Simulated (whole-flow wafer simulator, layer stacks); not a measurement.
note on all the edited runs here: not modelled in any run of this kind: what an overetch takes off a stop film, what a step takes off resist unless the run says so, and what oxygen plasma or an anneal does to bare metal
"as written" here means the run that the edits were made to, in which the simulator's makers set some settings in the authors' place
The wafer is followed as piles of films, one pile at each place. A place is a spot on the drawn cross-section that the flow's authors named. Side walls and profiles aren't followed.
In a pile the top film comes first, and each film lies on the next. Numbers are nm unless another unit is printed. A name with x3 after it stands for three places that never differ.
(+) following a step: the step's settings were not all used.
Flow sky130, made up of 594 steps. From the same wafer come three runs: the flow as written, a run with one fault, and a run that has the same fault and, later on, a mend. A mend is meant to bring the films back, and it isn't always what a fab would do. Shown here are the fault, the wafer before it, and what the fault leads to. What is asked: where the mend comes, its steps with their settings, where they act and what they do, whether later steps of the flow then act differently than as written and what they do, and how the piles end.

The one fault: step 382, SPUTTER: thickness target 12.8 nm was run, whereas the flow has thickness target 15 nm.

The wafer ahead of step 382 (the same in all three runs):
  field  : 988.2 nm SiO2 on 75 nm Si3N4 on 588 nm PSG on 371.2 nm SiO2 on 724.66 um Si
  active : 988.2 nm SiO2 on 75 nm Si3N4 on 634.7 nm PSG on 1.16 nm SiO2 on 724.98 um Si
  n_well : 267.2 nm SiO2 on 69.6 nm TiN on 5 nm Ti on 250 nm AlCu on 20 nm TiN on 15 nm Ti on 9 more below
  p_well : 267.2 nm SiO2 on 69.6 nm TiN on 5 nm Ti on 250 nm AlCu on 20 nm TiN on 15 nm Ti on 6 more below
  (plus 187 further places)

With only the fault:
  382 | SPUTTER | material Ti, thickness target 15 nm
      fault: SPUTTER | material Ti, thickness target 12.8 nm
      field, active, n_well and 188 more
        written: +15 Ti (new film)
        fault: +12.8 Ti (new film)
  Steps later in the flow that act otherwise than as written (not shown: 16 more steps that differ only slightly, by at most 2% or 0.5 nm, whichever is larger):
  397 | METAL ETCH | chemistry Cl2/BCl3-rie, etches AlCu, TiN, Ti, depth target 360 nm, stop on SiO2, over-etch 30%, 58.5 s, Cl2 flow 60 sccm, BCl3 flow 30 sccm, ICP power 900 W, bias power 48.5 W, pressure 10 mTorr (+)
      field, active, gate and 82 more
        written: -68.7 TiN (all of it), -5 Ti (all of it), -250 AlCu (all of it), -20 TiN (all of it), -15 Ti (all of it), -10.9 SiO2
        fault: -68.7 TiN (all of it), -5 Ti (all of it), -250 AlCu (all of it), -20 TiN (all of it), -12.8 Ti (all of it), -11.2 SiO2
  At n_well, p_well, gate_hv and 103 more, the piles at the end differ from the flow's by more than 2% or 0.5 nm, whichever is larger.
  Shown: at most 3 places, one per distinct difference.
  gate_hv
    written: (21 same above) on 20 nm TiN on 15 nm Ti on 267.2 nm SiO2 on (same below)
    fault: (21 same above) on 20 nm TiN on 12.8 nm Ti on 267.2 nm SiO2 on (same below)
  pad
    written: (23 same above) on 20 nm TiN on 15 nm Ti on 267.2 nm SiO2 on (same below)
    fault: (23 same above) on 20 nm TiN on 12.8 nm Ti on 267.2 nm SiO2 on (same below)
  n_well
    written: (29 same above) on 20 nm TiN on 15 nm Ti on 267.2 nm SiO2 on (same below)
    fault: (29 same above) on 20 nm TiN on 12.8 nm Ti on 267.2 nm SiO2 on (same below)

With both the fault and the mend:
  The mend follows step 382.
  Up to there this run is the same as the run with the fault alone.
  382a | SPUTTER | material Ti, thickness target 2.2 nm (the flow's step 382 again, with other settings)
      field, active, n_well and 188 more
        +2.2 Ti
  Later steps of the flow that are run all act as written at every place that is followed.
  At every place that both follow, the piles at the end match the flow's.
